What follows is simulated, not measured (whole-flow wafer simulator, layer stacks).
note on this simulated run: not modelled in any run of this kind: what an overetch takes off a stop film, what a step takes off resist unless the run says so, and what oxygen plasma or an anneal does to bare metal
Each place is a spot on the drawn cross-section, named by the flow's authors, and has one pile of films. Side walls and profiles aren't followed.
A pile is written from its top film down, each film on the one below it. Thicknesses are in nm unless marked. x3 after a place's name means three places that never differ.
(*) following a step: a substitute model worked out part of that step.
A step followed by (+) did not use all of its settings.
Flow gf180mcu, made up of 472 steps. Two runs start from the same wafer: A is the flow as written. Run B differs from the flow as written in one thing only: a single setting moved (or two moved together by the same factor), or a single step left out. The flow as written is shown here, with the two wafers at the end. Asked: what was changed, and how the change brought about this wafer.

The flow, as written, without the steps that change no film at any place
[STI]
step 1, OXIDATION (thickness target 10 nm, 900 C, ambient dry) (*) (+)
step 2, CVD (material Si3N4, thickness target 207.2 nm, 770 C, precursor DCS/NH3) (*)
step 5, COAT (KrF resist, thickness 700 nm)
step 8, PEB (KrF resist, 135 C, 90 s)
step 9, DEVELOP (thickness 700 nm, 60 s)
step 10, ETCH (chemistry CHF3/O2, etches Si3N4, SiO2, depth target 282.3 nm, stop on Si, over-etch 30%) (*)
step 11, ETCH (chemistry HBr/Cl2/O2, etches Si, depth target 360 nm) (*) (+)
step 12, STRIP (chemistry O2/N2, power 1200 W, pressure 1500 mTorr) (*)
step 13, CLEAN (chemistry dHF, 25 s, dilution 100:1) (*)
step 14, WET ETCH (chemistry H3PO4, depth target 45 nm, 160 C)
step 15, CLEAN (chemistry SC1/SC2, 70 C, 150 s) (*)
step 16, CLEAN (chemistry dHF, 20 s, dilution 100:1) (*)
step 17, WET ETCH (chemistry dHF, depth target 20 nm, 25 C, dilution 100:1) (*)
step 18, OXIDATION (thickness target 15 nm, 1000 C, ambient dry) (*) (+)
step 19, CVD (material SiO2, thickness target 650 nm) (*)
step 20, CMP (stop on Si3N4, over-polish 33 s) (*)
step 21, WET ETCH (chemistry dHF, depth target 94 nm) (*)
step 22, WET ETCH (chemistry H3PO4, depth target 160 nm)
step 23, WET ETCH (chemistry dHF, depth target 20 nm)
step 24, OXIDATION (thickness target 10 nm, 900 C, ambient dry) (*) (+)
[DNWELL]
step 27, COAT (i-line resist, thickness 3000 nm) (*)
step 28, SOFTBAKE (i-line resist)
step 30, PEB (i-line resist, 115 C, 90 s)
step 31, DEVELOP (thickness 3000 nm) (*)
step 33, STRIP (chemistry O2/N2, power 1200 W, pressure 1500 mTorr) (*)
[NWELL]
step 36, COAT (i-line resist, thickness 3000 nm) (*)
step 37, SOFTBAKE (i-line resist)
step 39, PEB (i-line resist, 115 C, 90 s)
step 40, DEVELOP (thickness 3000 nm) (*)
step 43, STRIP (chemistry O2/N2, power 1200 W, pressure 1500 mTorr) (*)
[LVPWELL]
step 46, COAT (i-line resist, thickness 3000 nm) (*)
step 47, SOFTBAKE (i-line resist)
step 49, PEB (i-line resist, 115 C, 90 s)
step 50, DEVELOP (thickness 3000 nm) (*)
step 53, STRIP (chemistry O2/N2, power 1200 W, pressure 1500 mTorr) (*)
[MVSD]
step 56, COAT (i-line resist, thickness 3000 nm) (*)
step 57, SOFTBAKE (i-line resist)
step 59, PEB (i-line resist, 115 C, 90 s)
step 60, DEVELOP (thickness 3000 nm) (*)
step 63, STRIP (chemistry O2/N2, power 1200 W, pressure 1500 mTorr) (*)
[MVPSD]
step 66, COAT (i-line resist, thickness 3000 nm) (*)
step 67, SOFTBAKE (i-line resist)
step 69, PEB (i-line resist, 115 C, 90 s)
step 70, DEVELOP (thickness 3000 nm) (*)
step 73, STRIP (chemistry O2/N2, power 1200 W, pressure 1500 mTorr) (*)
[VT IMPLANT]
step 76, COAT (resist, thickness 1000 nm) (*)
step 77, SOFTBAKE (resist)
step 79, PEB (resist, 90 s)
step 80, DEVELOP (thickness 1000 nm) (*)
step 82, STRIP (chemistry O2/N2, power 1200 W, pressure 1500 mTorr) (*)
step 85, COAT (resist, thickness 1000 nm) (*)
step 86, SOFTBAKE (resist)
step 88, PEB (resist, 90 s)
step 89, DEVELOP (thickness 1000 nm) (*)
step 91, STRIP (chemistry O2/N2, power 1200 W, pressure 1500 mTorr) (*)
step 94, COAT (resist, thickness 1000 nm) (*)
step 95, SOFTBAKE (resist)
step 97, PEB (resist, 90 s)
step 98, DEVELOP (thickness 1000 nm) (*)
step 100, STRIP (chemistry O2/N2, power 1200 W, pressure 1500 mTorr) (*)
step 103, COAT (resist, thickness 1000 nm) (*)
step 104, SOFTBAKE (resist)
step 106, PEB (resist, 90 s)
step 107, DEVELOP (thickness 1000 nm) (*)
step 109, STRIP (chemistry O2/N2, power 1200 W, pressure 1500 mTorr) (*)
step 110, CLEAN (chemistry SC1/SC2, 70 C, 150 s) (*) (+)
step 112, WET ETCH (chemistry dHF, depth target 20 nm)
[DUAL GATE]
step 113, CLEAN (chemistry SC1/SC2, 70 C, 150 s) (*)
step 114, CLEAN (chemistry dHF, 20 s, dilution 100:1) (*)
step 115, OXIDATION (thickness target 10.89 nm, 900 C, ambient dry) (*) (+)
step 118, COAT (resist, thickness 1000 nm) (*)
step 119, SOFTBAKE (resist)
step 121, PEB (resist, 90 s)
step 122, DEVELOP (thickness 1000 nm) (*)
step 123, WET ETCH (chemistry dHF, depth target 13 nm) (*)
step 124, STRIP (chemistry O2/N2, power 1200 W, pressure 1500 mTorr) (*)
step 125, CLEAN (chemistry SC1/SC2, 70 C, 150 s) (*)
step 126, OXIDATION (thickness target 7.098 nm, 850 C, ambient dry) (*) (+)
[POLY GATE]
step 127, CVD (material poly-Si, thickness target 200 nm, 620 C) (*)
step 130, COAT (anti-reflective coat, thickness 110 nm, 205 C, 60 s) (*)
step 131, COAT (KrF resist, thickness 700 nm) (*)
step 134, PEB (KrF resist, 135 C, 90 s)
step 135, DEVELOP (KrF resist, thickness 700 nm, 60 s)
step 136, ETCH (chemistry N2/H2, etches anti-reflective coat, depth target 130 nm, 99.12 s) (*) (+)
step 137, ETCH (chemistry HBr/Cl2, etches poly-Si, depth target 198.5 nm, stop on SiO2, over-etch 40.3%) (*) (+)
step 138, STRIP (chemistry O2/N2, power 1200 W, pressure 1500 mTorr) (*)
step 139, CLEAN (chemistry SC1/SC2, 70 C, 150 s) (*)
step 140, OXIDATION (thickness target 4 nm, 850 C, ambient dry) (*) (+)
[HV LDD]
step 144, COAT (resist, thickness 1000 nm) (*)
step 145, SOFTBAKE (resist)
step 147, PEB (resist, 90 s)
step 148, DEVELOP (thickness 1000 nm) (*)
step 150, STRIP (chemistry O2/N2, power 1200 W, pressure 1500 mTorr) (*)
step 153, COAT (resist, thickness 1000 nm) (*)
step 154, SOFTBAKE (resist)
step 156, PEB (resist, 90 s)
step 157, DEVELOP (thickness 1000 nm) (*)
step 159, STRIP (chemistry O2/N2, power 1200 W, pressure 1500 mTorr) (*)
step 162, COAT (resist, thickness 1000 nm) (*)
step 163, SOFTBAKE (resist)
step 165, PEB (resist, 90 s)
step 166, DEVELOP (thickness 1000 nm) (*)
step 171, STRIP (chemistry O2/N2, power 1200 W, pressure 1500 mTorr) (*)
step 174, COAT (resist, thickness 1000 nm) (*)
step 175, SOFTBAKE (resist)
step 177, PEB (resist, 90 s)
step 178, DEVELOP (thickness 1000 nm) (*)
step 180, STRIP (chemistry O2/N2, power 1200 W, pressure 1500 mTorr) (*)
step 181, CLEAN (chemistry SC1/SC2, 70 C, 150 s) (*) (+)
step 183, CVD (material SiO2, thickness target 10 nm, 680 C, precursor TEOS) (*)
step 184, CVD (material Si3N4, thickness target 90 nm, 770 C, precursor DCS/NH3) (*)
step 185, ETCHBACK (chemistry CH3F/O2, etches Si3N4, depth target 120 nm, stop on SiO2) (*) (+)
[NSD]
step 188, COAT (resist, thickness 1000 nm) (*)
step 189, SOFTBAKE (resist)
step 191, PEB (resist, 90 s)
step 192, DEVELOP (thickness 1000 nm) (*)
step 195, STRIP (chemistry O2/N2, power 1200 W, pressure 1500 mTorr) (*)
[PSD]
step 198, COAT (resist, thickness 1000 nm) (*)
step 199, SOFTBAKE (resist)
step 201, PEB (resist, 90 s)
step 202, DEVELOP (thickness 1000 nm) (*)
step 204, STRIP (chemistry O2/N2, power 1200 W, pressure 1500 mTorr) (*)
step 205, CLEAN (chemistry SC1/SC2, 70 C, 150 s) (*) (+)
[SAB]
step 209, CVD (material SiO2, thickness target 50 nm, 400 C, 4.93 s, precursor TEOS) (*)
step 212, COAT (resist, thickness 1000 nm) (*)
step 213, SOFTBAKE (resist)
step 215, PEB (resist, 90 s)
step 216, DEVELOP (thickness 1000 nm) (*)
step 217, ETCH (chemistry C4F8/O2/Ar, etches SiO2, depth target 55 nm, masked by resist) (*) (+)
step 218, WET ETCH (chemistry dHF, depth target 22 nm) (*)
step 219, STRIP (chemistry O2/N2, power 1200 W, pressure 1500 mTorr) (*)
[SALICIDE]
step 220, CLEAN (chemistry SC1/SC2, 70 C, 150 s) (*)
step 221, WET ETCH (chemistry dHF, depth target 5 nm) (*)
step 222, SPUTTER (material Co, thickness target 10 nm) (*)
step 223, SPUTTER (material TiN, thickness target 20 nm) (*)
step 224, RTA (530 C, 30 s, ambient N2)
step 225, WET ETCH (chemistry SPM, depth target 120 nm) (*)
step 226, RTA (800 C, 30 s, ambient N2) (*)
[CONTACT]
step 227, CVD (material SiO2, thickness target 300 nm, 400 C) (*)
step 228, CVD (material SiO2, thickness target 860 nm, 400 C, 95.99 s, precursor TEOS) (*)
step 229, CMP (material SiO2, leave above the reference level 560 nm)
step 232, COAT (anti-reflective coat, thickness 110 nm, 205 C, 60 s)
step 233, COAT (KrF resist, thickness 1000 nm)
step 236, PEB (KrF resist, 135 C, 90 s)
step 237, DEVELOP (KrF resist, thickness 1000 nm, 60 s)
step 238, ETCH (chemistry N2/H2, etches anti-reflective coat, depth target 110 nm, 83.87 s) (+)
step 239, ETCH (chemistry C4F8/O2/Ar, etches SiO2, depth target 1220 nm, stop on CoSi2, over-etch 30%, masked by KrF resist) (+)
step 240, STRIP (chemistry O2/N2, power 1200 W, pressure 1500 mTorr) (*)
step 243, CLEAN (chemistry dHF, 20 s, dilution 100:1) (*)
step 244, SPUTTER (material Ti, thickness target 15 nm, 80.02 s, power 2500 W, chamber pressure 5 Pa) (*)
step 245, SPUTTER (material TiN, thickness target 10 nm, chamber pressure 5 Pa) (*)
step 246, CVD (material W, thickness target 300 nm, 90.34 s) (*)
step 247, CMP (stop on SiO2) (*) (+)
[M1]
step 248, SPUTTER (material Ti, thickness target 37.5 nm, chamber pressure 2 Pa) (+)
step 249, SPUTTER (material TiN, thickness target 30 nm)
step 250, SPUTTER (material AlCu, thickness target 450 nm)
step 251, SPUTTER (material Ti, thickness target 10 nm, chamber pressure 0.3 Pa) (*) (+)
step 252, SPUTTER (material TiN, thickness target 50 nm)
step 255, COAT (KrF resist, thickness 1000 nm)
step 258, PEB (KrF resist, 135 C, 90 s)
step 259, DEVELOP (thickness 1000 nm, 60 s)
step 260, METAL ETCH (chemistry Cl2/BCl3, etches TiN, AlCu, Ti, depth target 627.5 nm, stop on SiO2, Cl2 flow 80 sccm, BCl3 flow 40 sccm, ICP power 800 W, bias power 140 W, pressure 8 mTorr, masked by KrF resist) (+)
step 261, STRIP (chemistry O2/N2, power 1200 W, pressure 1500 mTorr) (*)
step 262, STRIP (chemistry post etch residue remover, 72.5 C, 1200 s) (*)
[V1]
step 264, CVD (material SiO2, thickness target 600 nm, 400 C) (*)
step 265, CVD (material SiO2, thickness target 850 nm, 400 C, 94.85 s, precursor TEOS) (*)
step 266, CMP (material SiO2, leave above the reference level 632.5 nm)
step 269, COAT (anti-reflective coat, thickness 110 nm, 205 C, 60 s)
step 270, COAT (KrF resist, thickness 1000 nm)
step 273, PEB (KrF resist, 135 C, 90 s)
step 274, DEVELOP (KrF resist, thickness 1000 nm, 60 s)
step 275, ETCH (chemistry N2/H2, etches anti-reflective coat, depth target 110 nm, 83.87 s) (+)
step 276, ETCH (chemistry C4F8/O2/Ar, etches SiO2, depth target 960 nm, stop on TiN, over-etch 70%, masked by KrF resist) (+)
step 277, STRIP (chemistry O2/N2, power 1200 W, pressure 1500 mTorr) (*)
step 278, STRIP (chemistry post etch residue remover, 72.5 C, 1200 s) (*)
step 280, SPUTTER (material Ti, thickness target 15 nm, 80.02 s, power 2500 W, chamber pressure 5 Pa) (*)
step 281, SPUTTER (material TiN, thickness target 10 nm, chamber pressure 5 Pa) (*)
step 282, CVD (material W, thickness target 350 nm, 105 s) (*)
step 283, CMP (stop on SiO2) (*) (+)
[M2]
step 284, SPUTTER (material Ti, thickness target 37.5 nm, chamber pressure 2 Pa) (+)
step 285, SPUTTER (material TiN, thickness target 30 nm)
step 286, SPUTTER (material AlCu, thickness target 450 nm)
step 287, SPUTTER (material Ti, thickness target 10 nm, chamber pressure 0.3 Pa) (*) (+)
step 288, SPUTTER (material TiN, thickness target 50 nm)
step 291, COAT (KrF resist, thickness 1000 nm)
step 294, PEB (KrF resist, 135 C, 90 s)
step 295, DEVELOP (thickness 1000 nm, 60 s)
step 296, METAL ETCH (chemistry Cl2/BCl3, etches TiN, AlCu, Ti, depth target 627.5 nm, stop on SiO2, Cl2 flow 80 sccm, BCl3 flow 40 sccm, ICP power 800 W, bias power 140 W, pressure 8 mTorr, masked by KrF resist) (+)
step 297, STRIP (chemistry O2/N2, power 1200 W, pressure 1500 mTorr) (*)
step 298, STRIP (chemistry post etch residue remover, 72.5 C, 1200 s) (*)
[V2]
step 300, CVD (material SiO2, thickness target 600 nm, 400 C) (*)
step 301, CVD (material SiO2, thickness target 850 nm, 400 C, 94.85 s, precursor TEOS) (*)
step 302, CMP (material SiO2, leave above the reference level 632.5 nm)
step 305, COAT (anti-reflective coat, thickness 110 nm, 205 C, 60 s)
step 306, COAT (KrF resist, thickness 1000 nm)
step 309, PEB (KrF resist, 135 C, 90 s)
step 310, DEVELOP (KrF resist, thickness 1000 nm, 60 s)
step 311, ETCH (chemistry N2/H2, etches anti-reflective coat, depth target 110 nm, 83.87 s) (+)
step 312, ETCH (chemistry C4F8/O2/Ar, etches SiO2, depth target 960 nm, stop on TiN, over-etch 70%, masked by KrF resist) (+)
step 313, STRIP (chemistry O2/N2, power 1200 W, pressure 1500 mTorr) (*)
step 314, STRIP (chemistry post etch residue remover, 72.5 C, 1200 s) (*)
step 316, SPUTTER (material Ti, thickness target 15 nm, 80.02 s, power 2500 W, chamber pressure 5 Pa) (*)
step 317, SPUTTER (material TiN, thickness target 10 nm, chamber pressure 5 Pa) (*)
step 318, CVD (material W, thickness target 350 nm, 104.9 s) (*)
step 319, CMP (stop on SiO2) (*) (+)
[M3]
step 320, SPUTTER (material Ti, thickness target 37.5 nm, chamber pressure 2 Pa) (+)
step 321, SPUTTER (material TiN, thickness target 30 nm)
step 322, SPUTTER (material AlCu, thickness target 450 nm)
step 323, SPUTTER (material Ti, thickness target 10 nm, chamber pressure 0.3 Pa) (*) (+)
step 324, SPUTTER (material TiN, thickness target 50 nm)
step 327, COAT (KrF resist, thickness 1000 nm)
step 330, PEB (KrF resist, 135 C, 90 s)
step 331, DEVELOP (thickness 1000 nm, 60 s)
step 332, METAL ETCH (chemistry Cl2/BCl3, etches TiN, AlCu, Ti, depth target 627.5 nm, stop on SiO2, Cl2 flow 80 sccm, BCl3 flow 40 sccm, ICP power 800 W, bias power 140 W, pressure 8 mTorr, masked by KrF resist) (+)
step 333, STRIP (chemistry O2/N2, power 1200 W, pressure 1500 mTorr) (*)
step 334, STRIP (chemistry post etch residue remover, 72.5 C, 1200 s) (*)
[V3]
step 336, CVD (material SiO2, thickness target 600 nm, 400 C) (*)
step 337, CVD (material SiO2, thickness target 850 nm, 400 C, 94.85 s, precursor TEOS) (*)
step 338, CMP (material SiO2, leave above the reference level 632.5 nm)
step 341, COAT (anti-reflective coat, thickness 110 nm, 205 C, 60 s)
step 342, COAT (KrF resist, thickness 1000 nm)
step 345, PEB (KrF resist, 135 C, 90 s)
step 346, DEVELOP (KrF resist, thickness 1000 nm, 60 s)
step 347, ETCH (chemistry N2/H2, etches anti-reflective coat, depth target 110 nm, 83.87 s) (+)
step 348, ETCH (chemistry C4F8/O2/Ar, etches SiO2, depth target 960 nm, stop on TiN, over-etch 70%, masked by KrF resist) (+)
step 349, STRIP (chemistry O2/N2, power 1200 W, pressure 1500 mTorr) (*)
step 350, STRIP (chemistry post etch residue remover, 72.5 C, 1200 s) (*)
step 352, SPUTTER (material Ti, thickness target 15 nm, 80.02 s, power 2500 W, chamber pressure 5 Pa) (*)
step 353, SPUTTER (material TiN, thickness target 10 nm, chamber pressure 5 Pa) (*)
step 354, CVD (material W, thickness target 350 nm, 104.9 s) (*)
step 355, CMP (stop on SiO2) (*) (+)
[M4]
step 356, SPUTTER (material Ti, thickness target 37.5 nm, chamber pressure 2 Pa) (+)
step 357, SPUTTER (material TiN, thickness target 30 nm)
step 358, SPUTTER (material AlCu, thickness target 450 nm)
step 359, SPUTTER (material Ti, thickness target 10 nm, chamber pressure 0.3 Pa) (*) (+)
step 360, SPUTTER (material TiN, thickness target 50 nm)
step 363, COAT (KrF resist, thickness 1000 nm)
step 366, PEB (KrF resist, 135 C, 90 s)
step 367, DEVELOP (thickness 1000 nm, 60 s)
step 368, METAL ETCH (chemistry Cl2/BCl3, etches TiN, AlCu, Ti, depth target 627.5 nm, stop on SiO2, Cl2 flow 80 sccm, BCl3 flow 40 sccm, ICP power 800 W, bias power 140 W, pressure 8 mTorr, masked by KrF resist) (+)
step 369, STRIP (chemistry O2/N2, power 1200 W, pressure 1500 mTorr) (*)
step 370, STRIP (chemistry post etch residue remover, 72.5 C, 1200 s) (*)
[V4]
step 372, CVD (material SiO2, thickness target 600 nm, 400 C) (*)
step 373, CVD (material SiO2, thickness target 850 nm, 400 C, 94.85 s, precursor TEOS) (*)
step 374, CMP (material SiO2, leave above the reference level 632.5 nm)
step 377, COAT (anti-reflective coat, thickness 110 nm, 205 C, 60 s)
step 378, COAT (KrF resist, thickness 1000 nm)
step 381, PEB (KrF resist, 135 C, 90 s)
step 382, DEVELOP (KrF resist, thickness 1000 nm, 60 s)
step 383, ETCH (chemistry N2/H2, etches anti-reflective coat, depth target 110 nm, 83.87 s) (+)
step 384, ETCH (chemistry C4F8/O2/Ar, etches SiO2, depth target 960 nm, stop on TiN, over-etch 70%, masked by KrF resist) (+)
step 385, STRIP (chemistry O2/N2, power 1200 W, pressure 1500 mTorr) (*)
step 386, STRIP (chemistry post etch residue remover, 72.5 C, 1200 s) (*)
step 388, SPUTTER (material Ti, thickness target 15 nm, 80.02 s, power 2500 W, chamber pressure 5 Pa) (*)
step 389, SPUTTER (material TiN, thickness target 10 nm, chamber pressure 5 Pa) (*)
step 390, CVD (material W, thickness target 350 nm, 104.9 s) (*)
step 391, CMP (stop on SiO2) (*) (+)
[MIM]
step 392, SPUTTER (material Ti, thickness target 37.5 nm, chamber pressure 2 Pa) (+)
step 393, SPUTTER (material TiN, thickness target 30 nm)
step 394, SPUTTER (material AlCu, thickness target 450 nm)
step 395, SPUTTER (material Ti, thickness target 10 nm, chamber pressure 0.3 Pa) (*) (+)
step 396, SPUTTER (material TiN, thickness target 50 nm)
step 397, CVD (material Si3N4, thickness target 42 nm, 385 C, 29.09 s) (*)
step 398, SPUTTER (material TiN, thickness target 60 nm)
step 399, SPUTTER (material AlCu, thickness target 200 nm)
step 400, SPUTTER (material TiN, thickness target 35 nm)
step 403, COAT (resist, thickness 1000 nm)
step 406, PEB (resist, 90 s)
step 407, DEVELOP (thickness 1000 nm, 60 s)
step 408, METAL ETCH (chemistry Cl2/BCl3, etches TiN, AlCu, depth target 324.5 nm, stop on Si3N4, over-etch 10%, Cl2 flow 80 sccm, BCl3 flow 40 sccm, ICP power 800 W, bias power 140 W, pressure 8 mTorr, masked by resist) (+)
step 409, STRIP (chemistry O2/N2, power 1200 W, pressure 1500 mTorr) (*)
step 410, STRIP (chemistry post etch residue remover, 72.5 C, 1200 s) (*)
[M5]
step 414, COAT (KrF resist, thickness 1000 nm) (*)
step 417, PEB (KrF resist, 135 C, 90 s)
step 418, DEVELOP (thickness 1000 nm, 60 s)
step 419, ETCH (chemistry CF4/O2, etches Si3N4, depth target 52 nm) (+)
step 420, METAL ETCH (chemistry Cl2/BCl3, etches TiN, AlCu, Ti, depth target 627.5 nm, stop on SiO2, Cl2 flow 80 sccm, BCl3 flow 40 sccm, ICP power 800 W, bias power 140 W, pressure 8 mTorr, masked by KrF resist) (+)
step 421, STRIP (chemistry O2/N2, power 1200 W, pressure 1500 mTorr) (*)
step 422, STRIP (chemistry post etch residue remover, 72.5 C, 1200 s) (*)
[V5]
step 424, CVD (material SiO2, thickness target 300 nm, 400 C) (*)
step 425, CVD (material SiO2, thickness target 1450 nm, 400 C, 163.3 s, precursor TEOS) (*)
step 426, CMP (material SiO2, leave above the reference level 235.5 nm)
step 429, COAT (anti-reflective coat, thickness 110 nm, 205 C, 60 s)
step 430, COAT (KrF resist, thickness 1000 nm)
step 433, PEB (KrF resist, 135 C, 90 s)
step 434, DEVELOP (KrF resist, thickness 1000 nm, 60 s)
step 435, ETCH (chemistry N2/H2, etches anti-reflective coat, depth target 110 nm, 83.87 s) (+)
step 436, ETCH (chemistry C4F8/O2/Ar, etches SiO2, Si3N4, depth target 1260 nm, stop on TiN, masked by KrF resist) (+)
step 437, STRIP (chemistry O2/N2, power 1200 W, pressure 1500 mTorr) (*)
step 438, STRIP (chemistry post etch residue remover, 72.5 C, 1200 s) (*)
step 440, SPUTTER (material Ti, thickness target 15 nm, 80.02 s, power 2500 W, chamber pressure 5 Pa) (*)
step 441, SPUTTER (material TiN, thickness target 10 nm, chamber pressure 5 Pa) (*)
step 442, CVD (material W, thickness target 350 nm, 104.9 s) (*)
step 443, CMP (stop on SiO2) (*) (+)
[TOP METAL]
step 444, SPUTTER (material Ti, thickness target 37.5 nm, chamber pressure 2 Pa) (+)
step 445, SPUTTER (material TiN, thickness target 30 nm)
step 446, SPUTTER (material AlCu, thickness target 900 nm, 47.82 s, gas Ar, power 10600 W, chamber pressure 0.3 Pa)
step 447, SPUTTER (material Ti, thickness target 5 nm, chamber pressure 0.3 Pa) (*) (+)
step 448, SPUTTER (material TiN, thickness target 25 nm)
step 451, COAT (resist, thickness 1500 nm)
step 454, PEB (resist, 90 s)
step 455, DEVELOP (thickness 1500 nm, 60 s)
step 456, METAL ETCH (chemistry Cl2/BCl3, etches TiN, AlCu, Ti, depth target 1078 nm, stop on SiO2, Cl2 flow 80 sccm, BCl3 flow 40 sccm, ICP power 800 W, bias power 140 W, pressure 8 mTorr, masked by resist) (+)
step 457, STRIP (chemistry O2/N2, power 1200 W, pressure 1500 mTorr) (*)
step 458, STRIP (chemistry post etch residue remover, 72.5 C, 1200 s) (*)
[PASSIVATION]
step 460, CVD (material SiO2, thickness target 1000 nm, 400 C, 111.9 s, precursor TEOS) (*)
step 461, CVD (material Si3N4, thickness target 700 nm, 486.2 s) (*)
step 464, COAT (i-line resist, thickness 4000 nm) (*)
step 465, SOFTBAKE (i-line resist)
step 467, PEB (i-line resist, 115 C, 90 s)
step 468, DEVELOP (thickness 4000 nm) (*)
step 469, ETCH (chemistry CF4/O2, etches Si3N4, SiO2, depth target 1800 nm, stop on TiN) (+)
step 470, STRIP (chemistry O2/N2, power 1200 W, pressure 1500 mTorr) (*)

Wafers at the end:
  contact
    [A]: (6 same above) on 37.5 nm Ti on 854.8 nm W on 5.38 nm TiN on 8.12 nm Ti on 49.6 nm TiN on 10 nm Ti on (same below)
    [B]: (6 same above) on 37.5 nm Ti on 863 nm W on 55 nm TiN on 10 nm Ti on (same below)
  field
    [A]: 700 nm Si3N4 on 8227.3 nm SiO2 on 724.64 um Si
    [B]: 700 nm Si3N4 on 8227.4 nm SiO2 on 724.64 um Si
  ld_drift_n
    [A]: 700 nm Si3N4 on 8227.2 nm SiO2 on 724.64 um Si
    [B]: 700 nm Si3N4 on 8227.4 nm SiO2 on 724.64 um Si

Cause: step 440, SPUTTER: material Ti, thickness target 15 nm, 80.02 s, power 2500 W, chamber pressure 5 Pa (*), was not run.

How this came from the change, step by step:
  step 441, SPUTTER (material TiN, thickness target 10 nm, chamber pressure 5 Pa) (*)
      contact: A +5.38 TiN (new film) | B +5.42 TiN
  step 443, CMP (stop on SiO2) (*) (+)
      field, field__w1, field__w2 and 108 more: A -350 W (all of it), -10 TiN (all of it), -15 Ti (all of it), -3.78 SiO2 | B -350 W (all of it), -10 TiN (all of it), -3.63 SiO2
      contact: A -378.8 W | B -363.6 W
